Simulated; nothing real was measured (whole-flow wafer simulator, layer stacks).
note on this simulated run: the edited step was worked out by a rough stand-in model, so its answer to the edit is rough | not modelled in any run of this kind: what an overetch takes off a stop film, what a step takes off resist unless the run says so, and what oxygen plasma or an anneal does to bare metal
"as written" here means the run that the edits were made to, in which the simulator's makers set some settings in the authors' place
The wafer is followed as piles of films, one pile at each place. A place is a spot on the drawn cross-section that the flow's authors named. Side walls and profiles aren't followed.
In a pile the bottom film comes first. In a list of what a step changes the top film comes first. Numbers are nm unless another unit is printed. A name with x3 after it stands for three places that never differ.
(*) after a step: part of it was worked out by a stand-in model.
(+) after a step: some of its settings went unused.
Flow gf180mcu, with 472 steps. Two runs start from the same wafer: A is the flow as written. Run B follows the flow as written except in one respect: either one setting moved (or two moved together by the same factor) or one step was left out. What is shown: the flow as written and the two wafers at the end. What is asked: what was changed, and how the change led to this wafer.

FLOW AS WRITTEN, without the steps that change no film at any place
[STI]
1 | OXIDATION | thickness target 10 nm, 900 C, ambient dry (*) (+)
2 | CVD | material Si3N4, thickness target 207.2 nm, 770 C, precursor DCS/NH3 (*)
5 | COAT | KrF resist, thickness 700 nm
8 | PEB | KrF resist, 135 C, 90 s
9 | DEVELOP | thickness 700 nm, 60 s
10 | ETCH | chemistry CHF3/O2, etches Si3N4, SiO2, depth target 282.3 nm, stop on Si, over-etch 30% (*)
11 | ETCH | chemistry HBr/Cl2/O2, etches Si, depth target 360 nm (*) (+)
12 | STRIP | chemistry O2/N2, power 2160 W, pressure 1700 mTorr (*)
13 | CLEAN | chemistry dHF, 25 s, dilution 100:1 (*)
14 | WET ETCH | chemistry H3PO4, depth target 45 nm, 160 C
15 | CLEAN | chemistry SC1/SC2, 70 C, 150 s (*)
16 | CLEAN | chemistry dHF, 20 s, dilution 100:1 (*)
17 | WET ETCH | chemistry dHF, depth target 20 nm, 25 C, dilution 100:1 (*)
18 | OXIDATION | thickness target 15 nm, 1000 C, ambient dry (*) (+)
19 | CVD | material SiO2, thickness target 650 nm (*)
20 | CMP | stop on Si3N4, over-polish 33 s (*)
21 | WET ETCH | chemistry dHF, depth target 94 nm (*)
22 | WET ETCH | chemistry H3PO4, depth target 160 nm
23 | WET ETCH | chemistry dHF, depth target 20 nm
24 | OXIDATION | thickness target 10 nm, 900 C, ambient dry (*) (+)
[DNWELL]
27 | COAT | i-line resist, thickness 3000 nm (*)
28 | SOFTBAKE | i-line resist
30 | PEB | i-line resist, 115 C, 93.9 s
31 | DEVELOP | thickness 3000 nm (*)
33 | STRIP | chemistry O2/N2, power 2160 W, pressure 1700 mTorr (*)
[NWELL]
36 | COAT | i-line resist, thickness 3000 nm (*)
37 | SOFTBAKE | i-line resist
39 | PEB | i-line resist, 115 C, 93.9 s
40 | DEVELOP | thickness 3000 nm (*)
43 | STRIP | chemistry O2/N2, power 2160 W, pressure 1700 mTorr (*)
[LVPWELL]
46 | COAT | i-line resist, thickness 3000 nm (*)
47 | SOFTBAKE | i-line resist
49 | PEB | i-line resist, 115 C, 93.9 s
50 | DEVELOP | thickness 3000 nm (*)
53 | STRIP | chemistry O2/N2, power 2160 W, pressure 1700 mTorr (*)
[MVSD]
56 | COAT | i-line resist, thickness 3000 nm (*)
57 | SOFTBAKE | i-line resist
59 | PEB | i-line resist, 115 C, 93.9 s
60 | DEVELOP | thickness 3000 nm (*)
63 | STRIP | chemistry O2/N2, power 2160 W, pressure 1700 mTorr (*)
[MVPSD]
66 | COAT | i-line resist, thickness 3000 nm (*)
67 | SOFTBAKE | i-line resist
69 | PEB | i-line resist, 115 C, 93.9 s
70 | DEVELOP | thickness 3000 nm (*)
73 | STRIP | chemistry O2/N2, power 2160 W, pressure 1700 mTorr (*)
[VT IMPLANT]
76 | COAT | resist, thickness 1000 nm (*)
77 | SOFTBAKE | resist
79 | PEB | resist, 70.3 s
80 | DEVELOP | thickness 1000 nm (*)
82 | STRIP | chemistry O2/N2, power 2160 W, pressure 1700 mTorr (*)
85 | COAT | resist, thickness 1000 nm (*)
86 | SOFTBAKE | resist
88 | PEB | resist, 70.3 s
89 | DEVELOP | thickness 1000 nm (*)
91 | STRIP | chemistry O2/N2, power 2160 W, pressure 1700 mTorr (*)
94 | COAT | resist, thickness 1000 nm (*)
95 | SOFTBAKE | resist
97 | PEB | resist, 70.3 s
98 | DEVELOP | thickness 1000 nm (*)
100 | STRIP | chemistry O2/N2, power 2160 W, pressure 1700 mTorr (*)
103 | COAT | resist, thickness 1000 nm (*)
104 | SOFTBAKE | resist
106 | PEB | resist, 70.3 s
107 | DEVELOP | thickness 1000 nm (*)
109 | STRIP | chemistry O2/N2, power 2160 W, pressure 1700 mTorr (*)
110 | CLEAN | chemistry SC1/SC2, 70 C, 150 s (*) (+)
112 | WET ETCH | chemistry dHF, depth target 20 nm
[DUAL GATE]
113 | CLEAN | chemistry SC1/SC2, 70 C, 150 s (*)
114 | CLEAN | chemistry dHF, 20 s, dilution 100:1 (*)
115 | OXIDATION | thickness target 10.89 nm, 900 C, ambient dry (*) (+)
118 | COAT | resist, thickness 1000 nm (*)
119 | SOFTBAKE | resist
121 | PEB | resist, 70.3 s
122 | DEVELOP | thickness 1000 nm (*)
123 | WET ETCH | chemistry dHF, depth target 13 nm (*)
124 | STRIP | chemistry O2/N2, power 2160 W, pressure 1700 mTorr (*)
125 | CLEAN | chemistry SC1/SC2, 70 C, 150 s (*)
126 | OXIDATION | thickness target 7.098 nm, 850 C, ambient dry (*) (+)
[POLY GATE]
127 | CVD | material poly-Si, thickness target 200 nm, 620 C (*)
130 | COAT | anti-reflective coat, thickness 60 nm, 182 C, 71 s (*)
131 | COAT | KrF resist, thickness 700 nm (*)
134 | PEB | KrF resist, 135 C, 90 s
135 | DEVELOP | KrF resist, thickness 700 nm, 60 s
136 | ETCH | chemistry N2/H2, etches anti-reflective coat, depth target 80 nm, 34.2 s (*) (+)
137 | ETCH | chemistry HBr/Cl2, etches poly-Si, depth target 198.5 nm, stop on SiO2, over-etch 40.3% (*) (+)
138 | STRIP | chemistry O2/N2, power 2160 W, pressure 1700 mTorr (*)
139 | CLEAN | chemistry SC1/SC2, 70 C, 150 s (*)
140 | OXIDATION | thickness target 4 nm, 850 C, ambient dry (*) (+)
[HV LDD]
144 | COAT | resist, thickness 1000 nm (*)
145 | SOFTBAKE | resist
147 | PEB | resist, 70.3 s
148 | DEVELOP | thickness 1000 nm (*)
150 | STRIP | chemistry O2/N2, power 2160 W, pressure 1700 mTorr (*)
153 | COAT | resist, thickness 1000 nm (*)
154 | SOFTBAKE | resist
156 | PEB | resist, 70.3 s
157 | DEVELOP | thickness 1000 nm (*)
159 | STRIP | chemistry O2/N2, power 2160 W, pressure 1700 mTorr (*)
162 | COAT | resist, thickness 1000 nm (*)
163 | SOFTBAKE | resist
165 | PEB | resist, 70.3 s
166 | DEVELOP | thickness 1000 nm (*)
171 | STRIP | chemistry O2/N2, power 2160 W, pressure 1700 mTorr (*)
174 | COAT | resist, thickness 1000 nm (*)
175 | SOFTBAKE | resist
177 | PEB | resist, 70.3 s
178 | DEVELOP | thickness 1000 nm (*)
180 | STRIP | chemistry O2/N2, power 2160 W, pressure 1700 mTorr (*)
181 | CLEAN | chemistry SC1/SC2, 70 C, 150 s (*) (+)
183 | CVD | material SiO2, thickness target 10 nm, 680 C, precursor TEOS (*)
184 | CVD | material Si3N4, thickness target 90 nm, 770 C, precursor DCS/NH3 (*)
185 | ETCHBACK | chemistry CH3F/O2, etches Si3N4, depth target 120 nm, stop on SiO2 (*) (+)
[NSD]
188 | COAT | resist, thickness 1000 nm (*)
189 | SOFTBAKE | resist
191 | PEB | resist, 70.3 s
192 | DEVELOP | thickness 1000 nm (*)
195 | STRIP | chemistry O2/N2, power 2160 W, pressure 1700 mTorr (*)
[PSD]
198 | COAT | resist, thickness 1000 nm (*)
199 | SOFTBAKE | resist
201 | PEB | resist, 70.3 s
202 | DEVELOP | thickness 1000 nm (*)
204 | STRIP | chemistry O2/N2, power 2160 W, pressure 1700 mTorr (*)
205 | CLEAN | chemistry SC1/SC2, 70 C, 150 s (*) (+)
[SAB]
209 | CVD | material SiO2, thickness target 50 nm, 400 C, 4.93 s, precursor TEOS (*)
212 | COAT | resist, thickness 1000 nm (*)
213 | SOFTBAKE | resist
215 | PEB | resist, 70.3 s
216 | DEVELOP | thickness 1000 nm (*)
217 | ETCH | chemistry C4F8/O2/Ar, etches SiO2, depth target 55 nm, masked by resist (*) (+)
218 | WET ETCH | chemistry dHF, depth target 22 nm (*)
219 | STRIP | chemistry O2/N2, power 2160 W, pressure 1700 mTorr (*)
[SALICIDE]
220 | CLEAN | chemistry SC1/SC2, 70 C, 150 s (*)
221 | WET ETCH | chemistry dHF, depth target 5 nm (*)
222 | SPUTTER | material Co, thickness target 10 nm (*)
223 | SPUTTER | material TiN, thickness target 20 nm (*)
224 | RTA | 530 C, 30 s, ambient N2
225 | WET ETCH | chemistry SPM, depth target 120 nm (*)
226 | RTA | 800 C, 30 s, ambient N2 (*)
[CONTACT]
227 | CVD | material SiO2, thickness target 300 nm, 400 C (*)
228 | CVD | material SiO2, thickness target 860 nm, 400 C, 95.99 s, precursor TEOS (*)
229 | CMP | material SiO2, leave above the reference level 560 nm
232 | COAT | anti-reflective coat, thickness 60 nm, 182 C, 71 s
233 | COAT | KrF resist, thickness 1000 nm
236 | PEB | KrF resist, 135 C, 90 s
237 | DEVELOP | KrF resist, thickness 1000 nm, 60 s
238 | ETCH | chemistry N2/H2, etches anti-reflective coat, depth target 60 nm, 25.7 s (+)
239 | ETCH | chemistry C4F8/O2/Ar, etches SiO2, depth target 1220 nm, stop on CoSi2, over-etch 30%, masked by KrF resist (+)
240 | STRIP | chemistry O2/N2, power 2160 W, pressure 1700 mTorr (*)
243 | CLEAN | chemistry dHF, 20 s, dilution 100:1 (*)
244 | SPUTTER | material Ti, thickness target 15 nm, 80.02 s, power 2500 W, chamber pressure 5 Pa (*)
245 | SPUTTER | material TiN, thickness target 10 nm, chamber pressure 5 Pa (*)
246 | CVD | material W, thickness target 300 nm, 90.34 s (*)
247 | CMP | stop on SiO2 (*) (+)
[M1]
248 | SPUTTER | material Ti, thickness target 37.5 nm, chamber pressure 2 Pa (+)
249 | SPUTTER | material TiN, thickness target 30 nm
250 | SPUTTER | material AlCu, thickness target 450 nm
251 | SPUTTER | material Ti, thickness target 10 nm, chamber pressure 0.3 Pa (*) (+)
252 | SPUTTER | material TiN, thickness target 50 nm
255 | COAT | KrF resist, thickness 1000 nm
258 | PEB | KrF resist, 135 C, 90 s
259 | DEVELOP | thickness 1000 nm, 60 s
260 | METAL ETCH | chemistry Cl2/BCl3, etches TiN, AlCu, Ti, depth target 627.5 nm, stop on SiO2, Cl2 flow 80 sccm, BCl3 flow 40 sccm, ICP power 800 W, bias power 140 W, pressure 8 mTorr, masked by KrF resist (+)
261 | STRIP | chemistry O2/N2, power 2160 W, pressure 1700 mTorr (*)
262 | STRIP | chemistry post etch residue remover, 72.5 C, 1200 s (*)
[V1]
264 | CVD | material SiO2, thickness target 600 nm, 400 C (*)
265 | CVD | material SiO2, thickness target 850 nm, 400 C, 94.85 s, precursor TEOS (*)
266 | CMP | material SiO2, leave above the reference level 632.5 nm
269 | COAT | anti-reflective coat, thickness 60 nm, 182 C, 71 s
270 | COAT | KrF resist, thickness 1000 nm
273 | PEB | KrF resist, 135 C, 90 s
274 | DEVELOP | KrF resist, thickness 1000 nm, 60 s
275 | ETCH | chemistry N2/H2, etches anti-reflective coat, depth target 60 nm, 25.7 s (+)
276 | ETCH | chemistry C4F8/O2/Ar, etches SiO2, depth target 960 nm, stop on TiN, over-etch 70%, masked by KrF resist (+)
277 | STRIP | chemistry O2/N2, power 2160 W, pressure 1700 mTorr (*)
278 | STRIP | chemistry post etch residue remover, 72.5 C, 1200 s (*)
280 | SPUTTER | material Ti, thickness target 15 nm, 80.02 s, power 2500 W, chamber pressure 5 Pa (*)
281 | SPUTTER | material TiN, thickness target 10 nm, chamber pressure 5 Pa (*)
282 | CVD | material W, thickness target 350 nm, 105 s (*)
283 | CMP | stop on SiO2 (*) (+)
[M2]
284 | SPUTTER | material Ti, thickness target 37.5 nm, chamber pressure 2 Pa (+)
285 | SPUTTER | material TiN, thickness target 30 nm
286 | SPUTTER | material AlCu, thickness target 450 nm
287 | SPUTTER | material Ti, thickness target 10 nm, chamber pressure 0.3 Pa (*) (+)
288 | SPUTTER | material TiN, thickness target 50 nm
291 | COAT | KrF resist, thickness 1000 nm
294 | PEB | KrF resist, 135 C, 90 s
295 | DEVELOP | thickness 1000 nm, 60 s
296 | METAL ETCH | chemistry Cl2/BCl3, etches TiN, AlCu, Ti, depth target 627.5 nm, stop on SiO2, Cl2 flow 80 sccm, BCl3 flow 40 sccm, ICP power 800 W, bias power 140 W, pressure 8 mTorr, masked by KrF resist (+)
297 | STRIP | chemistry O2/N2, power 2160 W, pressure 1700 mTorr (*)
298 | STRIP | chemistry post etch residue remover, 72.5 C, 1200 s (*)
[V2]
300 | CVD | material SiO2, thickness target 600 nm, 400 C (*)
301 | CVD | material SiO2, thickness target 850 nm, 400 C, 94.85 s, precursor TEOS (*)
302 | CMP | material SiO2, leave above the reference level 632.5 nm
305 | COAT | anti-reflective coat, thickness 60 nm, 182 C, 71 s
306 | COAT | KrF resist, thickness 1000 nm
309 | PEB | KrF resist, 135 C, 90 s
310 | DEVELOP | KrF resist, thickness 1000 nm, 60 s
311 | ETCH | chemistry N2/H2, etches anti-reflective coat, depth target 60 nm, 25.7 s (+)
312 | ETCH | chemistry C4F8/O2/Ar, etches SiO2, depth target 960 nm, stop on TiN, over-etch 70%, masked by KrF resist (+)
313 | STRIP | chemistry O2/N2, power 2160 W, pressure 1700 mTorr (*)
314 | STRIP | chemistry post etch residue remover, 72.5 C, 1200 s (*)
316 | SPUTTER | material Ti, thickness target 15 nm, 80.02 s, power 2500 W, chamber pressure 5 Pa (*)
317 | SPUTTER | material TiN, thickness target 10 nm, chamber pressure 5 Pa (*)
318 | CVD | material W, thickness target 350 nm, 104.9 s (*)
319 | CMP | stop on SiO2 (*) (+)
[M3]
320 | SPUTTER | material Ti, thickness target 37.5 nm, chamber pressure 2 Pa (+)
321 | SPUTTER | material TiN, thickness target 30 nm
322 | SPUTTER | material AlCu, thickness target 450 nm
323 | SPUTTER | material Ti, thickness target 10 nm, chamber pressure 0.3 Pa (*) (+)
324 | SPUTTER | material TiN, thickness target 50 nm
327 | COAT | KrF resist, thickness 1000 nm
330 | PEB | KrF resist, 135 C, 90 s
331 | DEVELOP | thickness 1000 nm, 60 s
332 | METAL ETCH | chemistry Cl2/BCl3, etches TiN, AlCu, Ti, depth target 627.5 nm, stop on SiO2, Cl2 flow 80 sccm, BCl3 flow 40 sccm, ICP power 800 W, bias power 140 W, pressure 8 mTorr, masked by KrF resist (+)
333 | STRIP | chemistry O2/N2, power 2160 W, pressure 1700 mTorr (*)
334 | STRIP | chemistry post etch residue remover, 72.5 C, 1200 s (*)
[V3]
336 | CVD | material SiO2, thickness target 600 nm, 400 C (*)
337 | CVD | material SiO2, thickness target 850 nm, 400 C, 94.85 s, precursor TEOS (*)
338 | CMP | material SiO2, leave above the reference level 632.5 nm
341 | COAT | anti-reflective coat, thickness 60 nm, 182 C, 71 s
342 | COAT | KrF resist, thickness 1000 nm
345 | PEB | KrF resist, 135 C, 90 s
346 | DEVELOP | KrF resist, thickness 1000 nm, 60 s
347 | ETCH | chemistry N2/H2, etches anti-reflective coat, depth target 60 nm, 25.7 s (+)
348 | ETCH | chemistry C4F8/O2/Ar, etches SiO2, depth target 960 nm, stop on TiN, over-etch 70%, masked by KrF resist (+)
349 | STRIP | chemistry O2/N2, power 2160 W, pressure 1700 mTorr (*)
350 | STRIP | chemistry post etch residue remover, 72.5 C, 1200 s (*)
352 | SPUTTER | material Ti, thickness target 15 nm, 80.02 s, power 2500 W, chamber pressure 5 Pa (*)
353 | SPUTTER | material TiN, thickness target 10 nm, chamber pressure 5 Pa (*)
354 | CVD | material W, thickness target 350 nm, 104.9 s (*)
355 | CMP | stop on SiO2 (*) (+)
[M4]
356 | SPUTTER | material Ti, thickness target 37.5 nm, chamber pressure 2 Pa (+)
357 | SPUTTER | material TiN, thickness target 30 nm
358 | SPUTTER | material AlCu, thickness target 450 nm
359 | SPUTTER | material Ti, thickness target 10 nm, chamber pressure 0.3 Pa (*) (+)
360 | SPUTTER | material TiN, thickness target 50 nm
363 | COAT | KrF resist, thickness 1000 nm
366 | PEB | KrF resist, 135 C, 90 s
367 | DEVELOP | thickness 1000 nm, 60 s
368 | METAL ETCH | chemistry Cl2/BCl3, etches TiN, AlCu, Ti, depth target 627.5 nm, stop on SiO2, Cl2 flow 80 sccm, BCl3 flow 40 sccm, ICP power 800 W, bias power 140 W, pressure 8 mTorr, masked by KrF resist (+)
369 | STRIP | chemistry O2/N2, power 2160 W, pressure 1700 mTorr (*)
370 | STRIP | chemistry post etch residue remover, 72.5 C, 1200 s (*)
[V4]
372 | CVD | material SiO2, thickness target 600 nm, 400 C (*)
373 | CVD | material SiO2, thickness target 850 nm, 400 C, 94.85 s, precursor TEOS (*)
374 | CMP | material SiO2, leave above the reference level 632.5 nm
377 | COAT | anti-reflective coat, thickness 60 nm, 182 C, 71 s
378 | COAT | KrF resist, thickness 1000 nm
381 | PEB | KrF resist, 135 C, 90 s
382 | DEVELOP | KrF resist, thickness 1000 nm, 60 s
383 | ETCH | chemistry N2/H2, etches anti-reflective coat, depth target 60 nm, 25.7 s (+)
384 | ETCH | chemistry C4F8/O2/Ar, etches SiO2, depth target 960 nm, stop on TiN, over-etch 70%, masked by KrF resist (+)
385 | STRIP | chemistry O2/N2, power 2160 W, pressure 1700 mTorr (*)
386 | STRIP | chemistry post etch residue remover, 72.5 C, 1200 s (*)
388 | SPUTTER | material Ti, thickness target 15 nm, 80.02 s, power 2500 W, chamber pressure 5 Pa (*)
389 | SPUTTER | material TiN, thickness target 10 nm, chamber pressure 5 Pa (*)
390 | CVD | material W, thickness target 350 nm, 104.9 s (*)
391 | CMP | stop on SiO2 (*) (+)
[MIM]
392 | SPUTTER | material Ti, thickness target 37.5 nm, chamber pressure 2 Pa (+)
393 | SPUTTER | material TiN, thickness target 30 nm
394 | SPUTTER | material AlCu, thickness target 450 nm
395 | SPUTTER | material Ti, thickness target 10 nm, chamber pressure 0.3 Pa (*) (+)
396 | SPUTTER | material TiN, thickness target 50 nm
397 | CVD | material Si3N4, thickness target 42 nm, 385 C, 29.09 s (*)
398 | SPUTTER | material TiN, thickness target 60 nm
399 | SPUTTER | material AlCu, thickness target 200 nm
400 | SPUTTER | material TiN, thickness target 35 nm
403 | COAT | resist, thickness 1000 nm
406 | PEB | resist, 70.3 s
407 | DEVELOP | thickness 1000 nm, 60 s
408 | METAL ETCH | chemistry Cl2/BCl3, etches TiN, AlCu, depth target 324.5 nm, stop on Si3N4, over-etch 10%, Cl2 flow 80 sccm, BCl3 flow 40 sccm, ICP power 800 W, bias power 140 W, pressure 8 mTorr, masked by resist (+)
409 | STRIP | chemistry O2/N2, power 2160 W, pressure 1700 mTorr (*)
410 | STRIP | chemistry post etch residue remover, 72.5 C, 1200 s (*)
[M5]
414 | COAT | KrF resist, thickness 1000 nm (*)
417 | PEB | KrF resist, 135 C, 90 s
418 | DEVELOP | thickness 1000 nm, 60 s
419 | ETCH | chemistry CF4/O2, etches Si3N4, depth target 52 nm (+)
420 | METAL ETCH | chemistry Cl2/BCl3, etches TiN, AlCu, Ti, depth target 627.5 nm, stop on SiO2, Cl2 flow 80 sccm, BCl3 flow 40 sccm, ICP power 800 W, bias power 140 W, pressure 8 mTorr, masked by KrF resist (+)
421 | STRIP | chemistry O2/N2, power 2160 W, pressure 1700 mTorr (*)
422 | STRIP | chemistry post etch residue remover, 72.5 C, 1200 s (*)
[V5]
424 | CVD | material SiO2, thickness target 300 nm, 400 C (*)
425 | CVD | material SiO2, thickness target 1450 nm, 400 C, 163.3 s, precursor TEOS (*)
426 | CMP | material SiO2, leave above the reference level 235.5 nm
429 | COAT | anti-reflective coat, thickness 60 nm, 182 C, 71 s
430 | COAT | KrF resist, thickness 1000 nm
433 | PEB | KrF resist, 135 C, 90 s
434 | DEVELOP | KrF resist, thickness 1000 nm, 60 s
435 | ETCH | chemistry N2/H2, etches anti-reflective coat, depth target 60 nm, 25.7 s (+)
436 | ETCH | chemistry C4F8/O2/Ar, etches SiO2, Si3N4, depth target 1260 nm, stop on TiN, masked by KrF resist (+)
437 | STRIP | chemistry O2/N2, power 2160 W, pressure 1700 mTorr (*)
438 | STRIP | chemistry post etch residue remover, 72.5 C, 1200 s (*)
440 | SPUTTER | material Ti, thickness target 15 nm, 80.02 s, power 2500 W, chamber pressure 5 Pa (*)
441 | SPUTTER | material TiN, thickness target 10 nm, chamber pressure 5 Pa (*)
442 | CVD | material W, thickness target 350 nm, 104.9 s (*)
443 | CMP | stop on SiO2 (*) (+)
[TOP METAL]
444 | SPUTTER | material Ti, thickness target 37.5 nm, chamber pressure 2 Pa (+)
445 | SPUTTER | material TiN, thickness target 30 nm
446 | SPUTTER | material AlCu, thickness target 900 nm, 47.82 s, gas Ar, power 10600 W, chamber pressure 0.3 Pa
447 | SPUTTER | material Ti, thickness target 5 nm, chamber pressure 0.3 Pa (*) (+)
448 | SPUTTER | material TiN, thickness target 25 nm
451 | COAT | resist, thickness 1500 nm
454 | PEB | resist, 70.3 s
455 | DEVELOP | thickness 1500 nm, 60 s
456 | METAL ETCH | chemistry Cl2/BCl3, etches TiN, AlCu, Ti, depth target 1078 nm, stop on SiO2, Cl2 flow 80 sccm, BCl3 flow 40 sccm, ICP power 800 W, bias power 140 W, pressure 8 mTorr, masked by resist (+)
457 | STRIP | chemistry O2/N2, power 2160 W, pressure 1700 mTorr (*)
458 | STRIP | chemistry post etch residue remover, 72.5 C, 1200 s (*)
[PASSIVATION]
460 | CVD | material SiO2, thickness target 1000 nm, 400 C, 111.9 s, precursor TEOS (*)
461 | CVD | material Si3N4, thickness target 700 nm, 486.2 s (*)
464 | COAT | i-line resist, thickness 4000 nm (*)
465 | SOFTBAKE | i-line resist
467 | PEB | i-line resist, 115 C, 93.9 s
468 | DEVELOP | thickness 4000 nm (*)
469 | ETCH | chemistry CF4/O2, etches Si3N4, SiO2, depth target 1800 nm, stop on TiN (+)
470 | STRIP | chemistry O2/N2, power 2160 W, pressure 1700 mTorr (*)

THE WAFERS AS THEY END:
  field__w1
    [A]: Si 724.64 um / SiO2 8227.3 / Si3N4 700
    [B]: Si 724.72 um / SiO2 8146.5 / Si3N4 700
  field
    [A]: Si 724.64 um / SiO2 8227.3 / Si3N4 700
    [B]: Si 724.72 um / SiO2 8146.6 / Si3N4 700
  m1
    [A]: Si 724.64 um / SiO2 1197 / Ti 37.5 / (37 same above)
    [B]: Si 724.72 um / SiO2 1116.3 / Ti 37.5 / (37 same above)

What caused this: step 11, ETCH: depth target 279 nm was run, though the flow has depth target 360 nm.

How this came from the change, step by step:
  11 | ETCH | chemistry HBr/Cl2/O2, etches Si, depth target 360 nm (*) (+)
      active, n_well, p_well and 40 more: A -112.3 KrF resist | B -85.3 KrF resist
      field, field_sub, sti and 34 more: A -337 Si | B -256 Si
  12 | STRIP | chemistry O2/N2, power 2160 W, pressure 1700 mTorr (*)
      active, n_well, p_well and 40 more: A -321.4 KrF resist (all of it) | B -348.4 KrF resist (all of it)
  19 | CVD | material SiO2, thickness target 650 nm (*)
      m1, ld_fp_n, ld_drift_n and 8 more: A +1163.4 SiO2 | B +1082.4 SiO2
  20 | CMP | stop on Si3N4, over-polish 33 s (*)
      sti, mim_1p0, pad and 11 more: A -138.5 SiO2 | B -219.5 SiO2
      nw_enc_fld, nw_enc_fld_lv: A -142.5 SiO2 | B -223.5 SiO2
      (as well as at 10 more places)
